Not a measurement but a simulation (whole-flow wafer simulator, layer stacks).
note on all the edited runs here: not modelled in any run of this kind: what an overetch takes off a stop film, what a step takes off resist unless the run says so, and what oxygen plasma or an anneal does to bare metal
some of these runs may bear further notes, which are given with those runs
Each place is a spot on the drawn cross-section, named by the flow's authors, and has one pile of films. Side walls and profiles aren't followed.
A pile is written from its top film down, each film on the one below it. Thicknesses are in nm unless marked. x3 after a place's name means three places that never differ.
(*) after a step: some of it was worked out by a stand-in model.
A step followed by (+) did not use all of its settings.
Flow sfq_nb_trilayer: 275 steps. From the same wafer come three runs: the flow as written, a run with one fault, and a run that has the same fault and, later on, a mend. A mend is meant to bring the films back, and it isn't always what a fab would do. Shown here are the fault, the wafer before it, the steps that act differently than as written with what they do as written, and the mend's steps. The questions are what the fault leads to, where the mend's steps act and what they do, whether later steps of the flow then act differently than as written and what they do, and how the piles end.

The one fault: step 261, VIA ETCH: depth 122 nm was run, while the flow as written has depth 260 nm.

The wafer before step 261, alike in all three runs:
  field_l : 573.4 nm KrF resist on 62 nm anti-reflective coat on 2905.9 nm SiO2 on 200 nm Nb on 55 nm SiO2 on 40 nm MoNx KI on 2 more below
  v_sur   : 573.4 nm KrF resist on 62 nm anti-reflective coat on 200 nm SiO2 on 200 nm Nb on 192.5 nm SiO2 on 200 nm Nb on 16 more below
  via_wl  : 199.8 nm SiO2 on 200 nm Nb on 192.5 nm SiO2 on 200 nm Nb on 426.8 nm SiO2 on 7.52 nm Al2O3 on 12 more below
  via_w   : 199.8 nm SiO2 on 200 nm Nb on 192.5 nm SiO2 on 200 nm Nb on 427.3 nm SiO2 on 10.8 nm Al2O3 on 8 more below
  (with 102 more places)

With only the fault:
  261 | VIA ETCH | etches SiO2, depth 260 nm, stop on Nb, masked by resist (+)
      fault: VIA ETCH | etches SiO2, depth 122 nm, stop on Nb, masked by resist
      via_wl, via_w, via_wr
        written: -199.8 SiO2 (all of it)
        fault: -122 SiO2
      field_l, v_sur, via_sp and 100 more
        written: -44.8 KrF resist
        fault: -21 KrF resist
  Later steps of the flow acting differently than as written (2 other steps are not shown; they differ only slightly, by no more than 2% or 0.5 nm, whichever is larger):
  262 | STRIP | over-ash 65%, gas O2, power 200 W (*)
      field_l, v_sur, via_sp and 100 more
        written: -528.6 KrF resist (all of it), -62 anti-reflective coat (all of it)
        fault: -552.4 KrF resist (all of it), -62 anti-reflective coat (all of it)
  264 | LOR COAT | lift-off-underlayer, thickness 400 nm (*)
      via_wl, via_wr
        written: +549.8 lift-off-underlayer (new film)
        fault: +491.5 lift-off-underlayer (new film)
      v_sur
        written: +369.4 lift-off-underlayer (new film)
        fault: +381.3 lift-off-underlayer (new film)
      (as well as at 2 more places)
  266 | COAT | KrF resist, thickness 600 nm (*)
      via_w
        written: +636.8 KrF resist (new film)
        fault: +622.5 KrF resist (new film)
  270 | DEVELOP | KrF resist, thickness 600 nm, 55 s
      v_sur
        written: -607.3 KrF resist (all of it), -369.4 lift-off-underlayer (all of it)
        fault: -604 KrF resist (all of it), -381.3 lift-off-underlayer (all of it)
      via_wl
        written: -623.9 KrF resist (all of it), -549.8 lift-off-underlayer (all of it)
        fault: -614.1 KrF resist (all of it), -491.5 lift-off-underlayer (all of it)
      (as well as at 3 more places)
  At via_wl, via_w, via_wr, the piles at the end differ from the flow's by more than 2% or 0.5 nm, whichever is larger.
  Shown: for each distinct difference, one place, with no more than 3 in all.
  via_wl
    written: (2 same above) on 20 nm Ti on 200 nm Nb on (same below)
    fault: (2 same above) on 20 nm Ti on 77.8 nm SiO2 on 200 nm Nb on (same below)

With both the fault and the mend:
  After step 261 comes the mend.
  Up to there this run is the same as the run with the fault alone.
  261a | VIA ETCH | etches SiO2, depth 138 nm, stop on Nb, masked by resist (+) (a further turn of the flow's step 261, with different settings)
      field_l, v_sur, via_sp and 100 more
        -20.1 KrF resist
      via_wl, via_w, via_wr
        -77.8 SiO2 (all of it)
  Every later step of the flow that is run acts as written, at every place that is followed, to within 2% or 0.5 nm, whichever is larger.
  By the end, the piles equal the flow's at every place that both follow.
